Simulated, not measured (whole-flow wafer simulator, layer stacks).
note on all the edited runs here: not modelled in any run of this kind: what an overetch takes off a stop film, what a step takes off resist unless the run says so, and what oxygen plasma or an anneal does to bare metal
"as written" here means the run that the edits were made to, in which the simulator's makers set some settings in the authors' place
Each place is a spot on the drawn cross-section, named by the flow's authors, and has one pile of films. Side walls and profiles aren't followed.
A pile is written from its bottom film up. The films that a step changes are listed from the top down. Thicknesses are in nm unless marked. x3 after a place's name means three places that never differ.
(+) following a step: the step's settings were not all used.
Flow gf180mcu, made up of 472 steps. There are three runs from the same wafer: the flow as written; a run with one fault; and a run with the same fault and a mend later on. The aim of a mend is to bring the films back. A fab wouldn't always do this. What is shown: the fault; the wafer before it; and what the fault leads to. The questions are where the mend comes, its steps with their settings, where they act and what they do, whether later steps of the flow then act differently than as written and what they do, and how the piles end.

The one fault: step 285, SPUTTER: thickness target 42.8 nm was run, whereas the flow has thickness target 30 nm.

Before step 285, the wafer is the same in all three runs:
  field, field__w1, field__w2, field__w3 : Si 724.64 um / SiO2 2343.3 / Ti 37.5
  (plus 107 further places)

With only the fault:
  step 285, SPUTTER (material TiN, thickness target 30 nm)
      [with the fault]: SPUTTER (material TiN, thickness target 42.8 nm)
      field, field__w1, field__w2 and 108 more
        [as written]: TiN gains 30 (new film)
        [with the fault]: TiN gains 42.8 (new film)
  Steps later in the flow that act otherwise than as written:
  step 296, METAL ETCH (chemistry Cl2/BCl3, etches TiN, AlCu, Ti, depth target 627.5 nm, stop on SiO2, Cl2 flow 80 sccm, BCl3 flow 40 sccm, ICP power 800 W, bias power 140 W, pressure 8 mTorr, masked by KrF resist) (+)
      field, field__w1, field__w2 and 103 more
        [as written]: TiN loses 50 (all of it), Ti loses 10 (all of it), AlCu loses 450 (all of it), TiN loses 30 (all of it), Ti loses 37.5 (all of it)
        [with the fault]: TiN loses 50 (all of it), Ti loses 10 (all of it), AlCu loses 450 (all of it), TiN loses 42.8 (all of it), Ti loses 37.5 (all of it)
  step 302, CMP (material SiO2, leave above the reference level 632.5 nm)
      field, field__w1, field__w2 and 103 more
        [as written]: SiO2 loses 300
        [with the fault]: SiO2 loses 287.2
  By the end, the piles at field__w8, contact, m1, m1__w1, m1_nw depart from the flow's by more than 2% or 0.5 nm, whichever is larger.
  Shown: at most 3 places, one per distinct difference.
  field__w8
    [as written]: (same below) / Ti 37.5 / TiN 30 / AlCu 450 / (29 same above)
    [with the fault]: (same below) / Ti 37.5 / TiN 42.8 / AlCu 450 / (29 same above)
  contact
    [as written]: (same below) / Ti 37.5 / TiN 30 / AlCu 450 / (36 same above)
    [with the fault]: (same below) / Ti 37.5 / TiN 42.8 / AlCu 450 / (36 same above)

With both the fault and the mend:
  The mend stands after step 285.
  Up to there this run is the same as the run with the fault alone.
  step 285a, METAL ETCH (chemistry Cl2/BCl3, etches TiN, AlCu, Ti, depth target 12.8 nm, Cl2 flow 80 sccm, BCl3 flow 40 sccm, ICP power 800 W, bias power 140 W, pressure 8 mTorr) (the flow's step 260, run once more with other settings)
      field, field__w1, field__w2 and 108 more
        TiN loses 12.8
  None of the later steps of the flow acts differently than as written at any place that is followed.
  The piles end the same as the flow's at every place that both follow.
